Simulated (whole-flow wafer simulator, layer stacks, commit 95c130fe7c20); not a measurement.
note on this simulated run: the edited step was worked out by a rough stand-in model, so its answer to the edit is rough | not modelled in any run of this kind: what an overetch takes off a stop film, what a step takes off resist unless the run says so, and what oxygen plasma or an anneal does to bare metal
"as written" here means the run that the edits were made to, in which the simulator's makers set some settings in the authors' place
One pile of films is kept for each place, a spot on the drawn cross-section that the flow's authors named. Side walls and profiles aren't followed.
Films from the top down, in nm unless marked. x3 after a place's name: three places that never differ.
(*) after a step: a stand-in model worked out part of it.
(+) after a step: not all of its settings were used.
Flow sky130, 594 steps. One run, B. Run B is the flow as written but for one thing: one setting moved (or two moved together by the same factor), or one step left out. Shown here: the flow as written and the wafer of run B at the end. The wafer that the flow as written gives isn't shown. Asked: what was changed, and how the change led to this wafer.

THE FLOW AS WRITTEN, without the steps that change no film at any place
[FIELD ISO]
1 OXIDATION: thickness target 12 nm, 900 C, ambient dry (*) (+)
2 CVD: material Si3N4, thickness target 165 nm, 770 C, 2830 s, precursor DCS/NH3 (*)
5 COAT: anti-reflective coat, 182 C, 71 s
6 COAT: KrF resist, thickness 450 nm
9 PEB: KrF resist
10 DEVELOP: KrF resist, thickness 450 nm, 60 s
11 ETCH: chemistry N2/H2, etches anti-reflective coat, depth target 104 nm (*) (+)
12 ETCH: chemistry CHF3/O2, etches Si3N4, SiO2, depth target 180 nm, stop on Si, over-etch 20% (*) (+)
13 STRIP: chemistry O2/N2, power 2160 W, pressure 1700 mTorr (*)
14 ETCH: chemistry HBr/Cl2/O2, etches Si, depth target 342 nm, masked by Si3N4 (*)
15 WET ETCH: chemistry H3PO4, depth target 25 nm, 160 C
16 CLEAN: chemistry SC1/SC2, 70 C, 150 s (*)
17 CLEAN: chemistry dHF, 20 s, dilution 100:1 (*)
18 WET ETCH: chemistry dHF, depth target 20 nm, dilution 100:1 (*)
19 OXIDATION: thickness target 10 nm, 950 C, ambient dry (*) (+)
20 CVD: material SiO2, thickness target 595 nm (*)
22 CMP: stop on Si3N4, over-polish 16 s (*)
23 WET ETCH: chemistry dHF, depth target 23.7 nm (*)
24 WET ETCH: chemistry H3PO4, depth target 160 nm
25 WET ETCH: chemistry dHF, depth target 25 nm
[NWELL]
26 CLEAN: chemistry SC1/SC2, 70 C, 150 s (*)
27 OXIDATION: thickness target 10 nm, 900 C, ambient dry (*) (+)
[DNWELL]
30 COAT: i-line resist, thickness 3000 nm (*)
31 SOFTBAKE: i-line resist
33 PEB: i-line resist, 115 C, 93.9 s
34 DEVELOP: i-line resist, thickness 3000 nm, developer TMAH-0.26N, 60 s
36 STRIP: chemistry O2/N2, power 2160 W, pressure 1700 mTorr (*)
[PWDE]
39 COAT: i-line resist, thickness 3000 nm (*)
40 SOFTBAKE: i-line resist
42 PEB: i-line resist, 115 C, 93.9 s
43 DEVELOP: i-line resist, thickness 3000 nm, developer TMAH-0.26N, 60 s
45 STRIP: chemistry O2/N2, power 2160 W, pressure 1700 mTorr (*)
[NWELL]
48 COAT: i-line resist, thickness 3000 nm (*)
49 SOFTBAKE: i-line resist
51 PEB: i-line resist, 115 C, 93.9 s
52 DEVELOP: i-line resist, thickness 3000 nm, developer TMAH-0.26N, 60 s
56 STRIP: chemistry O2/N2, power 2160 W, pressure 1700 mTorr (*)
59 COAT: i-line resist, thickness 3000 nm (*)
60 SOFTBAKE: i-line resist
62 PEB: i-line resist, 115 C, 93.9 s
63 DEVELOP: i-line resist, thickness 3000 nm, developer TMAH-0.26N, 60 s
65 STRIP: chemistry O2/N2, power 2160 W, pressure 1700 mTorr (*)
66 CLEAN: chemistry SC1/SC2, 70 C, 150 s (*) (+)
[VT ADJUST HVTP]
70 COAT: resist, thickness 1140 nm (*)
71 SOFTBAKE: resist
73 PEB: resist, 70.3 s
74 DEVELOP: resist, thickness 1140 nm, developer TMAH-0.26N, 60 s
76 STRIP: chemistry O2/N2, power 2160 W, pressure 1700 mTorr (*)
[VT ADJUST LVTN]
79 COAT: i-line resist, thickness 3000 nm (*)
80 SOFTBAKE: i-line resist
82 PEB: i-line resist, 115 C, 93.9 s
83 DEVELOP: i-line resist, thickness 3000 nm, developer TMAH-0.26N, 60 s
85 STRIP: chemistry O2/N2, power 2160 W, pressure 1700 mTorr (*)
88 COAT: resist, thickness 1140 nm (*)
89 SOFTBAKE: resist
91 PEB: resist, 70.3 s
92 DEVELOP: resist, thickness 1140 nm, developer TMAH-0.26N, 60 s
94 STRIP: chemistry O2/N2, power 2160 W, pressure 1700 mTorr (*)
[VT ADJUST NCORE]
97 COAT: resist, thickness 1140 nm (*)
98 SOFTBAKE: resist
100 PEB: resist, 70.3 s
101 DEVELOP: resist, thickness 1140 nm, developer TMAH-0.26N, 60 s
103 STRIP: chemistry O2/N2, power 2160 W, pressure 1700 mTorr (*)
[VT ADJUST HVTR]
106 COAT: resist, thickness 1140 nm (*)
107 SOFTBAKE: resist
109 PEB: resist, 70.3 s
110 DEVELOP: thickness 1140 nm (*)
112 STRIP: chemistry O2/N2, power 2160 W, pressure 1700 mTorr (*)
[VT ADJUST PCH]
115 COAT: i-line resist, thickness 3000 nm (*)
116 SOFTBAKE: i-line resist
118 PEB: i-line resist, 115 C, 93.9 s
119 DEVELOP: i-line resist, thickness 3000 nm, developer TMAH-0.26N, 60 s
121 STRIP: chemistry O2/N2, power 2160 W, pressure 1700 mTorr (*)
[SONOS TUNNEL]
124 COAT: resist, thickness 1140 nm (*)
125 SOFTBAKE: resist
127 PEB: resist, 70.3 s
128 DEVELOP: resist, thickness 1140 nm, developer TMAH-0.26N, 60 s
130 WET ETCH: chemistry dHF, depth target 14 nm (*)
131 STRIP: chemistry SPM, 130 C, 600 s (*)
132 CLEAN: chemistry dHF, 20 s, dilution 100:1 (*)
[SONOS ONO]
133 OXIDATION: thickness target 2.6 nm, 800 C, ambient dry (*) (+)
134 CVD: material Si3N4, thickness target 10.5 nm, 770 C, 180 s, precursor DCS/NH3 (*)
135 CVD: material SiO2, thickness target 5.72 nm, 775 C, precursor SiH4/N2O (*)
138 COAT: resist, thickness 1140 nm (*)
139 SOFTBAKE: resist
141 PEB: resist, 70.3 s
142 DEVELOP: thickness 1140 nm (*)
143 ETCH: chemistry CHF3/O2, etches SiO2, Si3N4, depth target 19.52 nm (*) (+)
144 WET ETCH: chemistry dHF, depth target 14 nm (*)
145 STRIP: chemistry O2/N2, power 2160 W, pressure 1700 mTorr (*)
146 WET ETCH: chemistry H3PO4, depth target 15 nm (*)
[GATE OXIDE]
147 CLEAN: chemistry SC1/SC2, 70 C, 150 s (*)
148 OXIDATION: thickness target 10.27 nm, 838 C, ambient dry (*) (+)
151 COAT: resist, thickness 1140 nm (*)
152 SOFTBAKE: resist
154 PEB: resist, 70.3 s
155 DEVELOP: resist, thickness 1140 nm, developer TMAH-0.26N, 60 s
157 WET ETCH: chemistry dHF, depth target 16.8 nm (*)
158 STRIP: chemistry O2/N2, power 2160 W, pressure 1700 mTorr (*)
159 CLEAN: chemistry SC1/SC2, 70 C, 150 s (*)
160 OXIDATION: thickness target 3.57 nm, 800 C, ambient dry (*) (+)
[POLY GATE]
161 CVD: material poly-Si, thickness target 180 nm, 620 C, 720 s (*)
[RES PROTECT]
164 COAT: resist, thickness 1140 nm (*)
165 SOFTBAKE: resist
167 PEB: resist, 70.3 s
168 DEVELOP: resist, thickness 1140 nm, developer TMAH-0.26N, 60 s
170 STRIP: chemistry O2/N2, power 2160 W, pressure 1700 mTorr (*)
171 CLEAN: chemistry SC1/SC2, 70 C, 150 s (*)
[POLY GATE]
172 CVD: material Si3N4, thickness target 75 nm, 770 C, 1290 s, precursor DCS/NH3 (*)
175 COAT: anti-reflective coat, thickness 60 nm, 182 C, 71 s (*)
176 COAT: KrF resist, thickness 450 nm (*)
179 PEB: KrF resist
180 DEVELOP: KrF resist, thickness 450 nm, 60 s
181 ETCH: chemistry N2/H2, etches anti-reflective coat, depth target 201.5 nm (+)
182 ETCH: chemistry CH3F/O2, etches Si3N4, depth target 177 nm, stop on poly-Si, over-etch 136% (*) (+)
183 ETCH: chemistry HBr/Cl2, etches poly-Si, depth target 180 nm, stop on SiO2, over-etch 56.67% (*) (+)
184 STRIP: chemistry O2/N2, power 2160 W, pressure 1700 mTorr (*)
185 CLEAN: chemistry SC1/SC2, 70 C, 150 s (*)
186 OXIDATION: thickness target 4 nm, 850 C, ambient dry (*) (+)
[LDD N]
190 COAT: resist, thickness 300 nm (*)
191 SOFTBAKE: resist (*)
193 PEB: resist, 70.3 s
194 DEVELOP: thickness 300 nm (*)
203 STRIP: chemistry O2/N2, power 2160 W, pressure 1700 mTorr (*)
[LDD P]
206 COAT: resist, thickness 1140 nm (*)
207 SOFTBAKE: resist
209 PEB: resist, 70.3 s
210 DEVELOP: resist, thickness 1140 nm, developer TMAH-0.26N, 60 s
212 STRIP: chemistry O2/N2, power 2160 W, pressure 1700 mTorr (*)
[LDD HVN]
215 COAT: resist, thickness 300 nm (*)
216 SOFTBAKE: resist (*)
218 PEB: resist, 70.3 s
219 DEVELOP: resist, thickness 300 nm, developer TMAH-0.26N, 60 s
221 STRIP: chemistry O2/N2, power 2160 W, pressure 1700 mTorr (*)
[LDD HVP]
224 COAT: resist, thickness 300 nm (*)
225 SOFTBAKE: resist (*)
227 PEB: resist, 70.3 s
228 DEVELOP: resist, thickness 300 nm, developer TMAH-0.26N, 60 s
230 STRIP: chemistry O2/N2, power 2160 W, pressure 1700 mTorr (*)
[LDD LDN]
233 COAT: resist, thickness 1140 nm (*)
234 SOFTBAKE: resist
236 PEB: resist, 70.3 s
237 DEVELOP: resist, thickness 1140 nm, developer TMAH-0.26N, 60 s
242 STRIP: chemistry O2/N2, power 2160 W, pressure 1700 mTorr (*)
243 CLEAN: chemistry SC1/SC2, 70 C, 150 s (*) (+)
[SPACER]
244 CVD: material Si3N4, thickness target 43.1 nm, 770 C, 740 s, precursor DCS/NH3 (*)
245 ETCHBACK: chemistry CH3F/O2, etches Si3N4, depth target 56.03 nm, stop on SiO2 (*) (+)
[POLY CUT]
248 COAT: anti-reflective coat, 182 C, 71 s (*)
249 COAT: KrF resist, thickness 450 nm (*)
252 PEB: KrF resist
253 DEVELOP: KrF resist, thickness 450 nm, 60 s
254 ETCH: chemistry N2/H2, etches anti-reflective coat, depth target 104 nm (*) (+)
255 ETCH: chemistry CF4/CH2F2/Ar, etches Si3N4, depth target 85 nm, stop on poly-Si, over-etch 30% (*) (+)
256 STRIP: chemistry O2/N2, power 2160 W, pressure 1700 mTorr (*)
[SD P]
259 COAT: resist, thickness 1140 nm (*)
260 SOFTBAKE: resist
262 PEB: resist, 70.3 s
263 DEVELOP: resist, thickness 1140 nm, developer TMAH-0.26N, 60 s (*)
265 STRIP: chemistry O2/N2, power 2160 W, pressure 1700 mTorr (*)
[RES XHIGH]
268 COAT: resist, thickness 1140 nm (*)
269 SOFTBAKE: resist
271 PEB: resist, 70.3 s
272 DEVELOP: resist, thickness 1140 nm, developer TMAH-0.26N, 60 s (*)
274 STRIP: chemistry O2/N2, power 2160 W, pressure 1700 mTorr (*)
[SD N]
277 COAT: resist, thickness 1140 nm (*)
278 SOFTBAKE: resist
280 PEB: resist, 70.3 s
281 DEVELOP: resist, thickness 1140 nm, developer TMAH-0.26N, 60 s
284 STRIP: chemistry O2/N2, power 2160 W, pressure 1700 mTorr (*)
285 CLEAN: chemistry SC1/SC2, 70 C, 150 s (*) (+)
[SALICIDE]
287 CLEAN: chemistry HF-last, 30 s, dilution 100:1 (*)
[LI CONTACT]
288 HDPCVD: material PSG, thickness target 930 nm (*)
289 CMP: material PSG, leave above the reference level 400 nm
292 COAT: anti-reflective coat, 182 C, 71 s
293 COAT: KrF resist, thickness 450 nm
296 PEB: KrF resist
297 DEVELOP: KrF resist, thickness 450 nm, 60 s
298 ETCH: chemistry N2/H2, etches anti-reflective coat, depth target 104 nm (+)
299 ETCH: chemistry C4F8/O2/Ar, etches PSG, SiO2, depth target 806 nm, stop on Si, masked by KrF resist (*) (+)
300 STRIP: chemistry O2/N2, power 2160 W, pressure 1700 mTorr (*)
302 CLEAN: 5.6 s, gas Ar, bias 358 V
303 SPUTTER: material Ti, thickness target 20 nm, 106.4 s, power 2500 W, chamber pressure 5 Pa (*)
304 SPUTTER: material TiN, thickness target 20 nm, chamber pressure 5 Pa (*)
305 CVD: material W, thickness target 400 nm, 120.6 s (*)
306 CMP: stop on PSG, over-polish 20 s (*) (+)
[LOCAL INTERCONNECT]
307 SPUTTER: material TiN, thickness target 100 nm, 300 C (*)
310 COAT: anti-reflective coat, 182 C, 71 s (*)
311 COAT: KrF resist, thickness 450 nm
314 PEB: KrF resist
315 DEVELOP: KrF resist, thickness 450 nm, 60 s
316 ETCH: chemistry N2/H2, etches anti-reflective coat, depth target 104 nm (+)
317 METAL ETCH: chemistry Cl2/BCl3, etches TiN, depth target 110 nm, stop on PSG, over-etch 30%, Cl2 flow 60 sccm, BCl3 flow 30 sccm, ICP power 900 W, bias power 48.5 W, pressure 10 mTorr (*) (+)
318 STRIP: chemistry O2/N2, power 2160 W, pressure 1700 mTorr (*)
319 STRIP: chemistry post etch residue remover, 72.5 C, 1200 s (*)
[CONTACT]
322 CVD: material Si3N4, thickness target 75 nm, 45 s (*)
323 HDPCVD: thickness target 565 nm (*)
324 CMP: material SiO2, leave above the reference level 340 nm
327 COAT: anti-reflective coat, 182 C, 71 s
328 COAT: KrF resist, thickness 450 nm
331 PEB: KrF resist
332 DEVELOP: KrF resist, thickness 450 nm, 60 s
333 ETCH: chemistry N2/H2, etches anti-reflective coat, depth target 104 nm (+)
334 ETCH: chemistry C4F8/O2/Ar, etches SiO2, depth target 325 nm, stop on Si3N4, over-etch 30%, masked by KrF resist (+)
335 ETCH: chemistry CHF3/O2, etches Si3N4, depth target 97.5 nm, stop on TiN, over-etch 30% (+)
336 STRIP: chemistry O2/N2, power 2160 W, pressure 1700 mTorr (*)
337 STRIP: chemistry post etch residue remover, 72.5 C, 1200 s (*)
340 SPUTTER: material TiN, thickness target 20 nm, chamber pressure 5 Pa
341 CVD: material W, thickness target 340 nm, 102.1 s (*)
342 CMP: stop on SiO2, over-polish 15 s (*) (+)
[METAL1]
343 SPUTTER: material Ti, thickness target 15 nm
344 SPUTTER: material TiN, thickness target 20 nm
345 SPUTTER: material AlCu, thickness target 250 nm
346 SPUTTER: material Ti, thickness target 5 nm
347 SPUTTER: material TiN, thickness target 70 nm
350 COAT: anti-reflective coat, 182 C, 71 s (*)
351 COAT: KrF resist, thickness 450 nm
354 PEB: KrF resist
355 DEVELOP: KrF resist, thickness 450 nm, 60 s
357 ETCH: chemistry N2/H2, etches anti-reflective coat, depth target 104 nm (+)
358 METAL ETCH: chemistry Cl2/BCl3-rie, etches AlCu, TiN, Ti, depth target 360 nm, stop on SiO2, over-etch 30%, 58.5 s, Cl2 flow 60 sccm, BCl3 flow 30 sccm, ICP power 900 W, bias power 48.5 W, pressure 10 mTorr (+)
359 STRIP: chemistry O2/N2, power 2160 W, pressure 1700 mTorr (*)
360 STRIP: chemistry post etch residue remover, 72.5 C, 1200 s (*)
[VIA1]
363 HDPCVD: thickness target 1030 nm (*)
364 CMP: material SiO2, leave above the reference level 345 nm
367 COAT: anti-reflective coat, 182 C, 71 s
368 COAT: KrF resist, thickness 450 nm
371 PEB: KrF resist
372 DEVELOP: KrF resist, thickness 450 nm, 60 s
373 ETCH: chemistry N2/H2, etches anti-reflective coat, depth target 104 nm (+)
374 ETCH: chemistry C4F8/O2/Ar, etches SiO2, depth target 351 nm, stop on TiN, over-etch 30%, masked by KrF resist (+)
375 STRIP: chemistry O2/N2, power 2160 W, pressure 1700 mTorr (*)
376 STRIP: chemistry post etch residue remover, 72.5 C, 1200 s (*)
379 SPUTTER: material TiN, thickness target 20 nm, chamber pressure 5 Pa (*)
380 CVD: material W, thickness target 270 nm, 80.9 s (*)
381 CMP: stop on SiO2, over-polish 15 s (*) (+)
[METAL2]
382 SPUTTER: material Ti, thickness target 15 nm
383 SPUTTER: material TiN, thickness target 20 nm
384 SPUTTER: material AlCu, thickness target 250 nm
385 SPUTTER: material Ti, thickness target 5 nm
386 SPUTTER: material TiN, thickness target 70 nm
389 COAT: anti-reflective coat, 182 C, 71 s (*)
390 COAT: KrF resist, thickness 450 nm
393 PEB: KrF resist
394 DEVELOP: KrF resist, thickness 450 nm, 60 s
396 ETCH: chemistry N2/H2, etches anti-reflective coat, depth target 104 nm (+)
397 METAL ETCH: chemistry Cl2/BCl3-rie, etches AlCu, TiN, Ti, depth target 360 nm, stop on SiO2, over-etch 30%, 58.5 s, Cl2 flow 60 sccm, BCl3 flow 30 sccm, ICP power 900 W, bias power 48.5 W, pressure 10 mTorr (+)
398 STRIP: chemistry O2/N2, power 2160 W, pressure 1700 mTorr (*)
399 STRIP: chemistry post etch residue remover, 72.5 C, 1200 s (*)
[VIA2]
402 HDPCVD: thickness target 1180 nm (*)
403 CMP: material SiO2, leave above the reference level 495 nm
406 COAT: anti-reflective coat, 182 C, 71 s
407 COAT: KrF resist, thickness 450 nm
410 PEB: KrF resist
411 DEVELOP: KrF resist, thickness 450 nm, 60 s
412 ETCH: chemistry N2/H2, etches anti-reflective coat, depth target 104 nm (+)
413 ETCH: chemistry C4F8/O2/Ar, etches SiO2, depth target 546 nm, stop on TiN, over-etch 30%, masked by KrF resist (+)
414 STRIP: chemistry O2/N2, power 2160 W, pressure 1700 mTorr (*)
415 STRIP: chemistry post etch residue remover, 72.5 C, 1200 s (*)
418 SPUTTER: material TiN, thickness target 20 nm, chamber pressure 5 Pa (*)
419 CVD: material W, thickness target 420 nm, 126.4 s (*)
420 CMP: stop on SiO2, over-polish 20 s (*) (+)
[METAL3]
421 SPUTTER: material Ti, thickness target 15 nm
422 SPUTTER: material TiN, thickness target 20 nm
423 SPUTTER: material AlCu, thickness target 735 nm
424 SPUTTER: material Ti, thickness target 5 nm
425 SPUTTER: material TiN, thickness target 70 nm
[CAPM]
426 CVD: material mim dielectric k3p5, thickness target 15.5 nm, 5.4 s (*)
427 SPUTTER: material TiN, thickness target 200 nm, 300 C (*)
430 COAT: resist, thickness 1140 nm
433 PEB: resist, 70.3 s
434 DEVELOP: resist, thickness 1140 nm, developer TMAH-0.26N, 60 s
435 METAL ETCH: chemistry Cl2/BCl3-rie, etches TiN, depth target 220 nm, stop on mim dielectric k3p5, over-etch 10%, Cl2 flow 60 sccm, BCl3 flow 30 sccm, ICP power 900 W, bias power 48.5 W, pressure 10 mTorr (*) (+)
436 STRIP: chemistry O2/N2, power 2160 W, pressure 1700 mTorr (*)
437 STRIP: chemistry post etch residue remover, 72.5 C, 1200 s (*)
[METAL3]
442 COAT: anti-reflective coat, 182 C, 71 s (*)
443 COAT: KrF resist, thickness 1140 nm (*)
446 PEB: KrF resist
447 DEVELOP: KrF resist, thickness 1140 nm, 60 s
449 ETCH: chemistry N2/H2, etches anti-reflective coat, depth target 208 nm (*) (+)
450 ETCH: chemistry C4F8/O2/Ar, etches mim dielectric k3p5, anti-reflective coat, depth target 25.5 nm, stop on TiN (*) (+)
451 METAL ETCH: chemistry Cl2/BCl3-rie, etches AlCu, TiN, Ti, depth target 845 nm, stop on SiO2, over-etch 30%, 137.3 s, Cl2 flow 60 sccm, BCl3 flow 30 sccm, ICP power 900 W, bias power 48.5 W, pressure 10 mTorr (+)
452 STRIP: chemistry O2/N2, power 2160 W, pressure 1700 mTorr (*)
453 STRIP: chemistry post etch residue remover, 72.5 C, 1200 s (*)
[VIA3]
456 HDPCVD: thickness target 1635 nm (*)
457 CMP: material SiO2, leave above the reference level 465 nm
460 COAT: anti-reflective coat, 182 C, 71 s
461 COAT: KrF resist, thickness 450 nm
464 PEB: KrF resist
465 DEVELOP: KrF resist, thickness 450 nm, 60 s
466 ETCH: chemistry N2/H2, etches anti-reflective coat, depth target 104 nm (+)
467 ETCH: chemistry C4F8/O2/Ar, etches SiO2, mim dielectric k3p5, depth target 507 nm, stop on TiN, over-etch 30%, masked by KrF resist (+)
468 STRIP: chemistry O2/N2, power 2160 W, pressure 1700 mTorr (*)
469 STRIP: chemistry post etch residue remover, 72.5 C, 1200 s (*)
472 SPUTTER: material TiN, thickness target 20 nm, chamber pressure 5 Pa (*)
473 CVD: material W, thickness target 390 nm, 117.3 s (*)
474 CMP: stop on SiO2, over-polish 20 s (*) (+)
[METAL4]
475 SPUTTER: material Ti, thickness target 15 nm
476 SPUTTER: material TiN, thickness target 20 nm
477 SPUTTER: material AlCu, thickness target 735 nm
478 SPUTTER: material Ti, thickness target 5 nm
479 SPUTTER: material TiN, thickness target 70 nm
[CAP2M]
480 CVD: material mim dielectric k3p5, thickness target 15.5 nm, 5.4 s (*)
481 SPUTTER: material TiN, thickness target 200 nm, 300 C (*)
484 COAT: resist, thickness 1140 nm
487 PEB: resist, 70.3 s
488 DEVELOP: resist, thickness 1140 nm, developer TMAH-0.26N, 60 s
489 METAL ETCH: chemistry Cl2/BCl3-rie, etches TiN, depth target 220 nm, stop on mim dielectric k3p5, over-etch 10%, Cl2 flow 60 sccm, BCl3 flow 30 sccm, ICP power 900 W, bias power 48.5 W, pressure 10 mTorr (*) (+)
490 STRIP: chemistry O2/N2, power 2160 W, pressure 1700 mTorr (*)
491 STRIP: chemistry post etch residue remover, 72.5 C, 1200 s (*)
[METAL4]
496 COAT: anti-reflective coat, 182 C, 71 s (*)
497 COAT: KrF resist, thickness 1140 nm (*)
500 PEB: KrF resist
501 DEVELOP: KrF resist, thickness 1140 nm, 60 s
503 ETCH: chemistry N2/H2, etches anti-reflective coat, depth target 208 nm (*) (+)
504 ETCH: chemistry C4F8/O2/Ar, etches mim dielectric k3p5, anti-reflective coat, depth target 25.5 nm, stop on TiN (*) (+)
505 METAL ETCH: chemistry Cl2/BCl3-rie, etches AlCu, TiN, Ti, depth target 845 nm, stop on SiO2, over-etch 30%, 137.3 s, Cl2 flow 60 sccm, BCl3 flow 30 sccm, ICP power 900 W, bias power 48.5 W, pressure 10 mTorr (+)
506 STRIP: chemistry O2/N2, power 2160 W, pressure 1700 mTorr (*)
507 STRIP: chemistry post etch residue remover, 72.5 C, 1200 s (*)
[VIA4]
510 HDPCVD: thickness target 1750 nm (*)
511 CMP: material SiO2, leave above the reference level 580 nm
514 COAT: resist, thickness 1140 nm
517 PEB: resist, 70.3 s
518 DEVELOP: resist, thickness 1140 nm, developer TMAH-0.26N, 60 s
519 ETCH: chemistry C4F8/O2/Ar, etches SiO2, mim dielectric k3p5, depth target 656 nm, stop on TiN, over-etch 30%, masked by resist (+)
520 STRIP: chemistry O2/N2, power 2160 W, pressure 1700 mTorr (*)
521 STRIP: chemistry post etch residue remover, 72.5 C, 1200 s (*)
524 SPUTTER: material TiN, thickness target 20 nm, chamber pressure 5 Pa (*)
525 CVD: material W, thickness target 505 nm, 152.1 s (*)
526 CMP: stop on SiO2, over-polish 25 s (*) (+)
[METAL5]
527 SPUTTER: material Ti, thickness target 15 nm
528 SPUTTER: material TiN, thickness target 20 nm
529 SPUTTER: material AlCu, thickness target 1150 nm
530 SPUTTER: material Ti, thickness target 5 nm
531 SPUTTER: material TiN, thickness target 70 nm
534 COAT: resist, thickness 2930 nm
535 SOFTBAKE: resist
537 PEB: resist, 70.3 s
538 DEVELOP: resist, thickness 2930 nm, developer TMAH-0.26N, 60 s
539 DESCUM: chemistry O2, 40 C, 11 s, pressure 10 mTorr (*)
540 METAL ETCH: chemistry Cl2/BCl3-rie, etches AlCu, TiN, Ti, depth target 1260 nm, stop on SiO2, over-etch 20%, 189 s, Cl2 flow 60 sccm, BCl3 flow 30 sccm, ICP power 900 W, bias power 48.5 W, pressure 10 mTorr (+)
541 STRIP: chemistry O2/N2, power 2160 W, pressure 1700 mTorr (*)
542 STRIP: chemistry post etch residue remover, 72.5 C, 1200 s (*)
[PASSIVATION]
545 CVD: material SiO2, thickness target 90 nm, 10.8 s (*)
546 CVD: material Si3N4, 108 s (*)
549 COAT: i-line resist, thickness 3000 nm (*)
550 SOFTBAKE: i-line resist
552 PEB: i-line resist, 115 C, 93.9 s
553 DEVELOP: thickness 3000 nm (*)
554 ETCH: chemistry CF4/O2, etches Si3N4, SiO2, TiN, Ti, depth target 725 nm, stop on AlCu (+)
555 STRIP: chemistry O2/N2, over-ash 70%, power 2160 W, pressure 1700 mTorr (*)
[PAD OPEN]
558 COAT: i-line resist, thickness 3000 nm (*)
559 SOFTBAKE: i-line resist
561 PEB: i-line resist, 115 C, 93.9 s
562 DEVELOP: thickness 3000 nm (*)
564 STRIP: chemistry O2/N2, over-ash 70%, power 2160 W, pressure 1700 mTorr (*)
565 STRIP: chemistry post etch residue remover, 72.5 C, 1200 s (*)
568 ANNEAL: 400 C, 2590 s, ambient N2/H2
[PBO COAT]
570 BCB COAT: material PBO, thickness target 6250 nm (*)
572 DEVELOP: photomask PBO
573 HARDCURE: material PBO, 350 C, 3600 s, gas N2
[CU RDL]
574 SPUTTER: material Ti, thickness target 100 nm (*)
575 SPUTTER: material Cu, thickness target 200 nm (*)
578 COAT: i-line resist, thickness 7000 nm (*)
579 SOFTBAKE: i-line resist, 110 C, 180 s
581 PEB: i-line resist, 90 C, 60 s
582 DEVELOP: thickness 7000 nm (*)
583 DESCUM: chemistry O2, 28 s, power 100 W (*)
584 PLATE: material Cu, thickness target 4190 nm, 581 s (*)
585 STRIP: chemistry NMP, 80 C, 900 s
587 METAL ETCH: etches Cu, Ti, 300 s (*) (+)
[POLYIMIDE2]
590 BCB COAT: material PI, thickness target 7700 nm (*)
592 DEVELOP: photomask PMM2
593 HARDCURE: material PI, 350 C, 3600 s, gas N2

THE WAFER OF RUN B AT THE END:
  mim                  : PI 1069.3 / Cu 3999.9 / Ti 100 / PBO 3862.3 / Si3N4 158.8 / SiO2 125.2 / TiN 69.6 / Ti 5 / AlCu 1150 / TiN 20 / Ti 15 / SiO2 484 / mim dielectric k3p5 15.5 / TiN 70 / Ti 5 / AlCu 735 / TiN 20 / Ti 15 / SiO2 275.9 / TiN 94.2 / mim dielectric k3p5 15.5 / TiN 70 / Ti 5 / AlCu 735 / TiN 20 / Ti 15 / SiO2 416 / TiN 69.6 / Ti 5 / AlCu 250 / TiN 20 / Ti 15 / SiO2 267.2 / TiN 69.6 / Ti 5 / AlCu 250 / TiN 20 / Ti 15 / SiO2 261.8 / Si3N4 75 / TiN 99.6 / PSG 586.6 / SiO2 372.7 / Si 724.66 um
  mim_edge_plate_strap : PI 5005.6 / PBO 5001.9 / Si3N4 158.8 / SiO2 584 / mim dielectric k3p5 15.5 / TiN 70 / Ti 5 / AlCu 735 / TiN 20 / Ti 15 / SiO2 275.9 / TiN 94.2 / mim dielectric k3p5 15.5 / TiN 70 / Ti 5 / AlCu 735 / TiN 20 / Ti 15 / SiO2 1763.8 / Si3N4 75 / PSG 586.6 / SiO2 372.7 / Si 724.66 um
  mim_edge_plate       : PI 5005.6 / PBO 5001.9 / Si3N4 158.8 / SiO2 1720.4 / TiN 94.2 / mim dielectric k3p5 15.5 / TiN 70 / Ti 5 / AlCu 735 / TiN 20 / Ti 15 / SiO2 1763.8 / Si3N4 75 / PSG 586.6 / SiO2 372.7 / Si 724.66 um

The cause: step 427, SPUTTER: thickness target 95 nm was run, where the flow has thickness target 200 nm.

How the change led to this, step by step:
  427 SPUTTER: material TiN, thickness target 200 nm, 300 C (*)
      field, active, n_well and 188 more: TiN +95 (new film) (as written it would be: TiN +200 (new film))
  435 METAL ETCH: chemistry Cl2/BCl3-rie, etches TiN, depth target 220 nm, stop on mim dielectric k3p5, over-etch 10%, Cl2 flow 60 sccm, BCl3 flow 30 sccm, ICP power 900 W, bias power 48.5 W, pressure 10 mTorr (*) (+)
      field, active, n_well and 185 more: TiN -95 (all of it) (as written it would be: TiN -200 (all of it))
      mim, mim_edge_plate_strap, mim_edge_plate: resist -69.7 (as written it would be: resist -146.7)
  436 STRIP: chemistry O2/N2, power 2160 W, pressure 1700 mTorr (*)
      mim, mim_edge_plate_strap, mim_edge_plate: resist -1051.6 (all of it) (as written it would be: resist -974.6 (all of it))
  442 COAT: anti-reflective coat, 182 C, 71 s (*)
      rpm_encl, rpm_encl_psd, rpm_encl_urpm: anti-reflective coat +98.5 (new film) (as written it would be: anti-reflective coat +101.2 (new film))
      poly_licon, rpo_hd_licon: anti-reflective coat +81.8 (new film) (as written it would be: anti-reflective coat +57.6 (new film))
      (and at 9 more places)
  443 COAT: KrF resist, thickness 1140 nm (*)
      mim_edge_plate_strap, mim_edge_plate: KrF resist +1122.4 (new film) (as written it would be: KrF resist +1017.4 (new film))
      poly_licon, rpo_hd_licon: KrF resist +1143.9 (new film) (as written it would be: KrF resist +1171.3 (new film))
      (and at 3 more places)
  447 DEVELOP: KrF resist, thickness 1140 nm, 60 s
      poly_licon, rpo_hd_licon: KrF resist -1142 (all of it) (as written it would be: KrF resist -1169.3 (all of it))
      rxpo_ln: KrF resist -1137.1 (all of it) (as written it would be: KrF resist -1165.6 (all of it))
  449 ETCH: chemistry N2/H2, etches anti-reflective coat, depth target 208 nm (*) (+)
      rpm_encl, rpm_encl_psd, rpm_encl_urpm: anti-reflective coat -98.5 (all of it) (as written it would be: anti-reflective coat -101.2 (all of it))
      poly_licon, rpo_hd_licon: anti-reflective coat -81.8 (all of it) (as written it would be: anti-reflective coat -57.6 (all of it))
      (and at 3 more places)
  452 STRIP: chemistry O2/N2, power 2160 W, pressure 1700 mTorr (*)
      mim_edge_plate_strap, mim_edge_plate: KrF resist -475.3 (all of it), anti-reflective coat -3 (all of it) (as written it would be: KrF resist -370.5 (all of it), anti-reflective coat -3 (all of it))
      mim: KrF resist -461 (all of it), anti-reflective coat -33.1 (all of it) (as written it would be: KrF resist -378.7 (all of it), anti-reflective coat -40.4 (all of it))
      (and at 5 more places)
  457 CMP: material SiO2, leave above the reference level 465 nm
      mim, mim_edge_plate_strap, mim_edge_plate: SiO2 -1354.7 (as written it would be: SiO2 -1459.7)
